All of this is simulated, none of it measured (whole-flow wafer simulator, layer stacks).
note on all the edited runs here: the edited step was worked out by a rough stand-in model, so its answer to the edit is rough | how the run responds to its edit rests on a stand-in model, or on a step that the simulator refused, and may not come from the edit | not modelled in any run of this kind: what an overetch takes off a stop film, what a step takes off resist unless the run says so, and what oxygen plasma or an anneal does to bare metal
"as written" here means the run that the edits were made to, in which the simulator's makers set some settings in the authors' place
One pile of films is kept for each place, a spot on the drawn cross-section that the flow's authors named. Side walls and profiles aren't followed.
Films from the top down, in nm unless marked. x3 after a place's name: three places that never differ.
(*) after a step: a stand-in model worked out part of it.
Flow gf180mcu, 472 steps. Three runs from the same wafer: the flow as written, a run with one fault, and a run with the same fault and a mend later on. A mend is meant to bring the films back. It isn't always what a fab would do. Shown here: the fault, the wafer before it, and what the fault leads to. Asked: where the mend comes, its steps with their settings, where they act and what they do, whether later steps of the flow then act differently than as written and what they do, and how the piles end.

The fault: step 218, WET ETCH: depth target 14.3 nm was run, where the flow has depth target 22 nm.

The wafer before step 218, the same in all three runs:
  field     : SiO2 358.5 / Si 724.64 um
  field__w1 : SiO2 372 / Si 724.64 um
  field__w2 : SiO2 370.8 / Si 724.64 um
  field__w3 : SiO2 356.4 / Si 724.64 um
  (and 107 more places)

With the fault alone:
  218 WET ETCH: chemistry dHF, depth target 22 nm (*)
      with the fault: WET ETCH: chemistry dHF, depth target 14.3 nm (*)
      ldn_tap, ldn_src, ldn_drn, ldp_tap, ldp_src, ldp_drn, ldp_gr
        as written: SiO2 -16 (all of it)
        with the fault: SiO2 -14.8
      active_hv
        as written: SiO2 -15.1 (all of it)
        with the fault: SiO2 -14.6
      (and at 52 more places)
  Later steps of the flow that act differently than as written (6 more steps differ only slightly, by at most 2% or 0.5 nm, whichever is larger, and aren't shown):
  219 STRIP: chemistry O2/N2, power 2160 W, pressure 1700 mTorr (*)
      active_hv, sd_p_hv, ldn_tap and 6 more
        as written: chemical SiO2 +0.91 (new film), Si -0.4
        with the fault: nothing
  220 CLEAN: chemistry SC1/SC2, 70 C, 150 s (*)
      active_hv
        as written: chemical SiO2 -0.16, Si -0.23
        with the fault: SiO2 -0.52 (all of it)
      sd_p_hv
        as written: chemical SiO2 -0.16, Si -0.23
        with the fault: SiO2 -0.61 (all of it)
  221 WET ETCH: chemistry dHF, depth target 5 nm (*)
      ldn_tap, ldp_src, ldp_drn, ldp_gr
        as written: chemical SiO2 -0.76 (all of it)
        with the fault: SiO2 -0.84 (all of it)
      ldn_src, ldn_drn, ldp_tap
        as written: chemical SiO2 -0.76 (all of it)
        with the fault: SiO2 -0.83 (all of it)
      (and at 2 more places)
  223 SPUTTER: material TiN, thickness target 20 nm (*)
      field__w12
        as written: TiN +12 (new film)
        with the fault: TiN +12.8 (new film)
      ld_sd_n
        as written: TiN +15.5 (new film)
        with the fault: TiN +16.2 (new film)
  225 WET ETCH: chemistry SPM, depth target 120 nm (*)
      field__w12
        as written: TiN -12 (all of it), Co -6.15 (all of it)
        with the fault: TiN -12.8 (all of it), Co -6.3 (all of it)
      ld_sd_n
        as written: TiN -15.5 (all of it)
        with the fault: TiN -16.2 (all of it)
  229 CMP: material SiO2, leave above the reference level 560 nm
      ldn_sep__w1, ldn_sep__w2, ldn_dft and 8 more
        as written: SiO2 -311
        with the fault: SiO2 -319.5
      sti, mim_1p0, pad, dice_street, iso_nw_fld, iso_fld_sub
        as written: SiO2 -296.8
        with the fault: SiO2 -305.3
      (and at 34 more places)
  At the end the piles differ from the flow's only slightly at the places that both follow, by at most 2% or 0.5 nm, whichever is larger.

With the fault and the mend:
  The mend comes after step 218.
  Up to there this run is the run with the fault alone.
  218a WET ETCH: chemistry dHF, depth target 7.7 nm (*) (the flow's step 218 once more, with other settings)
      field, field__w1, field__w2 and 47 more
        SiO2 -7.7
      ldn_tap, ldp_tap, ldp_src, ldp_drn, ldp_gr
        SiO2 -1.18 (all of it)
      ldn_src, ldn_drn
        SiO2 -1.17 (all of it)
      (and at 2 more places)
  No later step of the flow acts differently than as written, at any place that is followed, by more than 2% or 0.5 nm, whichever is larger.
  At the end the piles differ from the flow's only slightly at the places that both follow, by at most 2% or 0.5 nm, whichever is larger.
